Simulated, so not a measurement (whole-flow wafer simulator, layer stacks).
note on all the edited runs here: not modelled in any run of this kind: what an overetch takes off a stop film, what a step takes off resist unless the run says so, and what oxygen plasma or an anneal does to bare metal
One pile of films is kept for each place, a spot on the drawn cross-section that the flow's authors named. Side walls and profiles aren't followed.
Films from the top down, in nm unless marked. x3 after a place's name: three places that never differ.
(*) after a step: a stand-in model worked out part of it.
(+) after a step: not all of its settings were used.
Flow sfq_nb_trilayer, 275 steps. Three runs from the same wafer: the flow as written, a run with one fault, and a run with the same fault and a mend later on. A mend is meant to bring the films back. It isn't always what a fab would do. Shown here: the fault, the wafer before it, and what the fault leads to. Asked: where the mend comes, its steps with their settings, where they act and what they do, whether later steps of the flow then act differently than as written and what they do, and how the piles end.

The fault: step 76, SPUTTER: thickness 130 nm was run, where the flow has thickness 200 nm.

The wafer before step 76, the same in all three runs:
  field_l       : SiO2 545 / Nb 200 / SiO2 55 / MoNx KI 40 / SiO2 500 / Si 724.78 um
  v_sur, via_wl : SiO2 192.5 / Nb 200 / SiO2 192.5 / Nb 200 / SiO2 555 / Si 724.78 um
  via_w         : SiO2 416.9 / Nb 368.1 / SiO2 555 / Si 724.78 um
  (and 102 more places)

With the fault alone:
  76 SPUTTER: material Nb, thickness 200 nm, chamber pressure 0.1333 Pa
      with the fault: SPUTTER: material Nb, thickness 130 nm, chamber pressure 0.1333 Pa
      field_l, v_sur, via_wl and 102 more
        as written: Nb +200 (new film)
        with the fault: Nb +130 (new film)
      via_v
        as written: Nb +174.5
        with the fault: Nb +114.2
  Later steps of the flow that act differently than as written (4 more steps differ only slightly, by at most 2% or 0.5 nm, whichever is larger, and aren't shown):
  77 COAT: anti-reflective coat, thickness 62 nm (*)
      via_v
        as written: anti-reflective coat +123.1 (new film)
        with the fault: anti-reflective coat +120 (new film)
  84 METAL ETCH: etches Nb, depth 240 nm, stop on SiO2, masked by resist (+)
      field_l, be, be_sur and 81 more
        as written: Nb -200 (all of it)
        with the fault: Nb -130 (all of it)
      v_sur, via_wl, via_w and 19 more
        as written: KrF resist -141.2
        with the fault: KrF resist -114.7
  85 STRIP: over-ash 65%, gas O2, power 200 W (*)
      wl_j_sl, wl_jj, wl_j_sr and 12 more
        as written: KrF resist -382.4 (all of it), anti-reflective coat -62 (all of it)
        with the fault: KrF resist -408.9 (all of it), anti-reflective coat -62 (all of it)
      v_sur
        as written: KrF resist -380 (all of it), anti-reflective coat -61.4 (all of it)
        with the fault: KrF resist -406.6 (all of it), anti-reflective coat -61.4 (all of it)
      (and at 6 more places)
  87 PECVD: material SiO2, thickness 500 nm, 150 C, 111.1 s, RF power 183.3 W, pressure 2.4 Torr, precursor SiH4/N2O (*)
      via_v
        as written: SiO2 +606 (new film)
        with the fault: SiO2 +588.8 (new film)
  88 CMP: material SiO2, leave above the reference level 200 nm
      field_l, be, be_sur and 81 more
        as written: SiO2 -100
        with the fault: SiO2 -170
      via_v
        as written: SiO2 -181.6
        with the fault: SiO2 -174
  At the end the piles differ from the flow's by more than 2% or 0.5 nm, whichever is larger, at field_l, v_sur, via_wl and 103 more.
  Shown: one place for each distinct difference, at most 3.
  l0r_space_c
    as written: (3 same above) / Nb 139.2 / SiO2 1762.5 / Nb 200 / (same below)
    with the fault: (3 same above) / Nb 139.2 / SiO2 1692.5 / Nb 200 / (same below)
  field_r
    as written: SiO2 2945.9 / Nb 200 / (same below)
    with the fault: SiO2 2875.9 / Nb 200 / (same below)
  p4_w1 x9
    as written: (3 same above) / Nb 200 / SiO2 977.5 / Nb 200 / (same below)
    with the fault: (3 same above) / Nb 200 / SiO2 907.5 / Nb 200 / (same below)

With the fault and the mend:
  The mend comes after step 76.
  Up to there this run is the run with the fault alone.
  76a SPUTTER: material Nb, thickness 70 nm, chamber pressure 0.1333 Pa (the flow's step 76 once more, with other settings)
      field_l, v_sur, via_wl and 102 more
        Nb +70
      via_v
        Nb +56.2
  No later step of the flow acts differently than as written, at any place that is followed, by more than 2% or 0.5 nm, whichever is larger.
  At the end the piles differ from the flow's only slightly at the places that both follow, by at most 2% or 0.5 nm, whichever is larger.
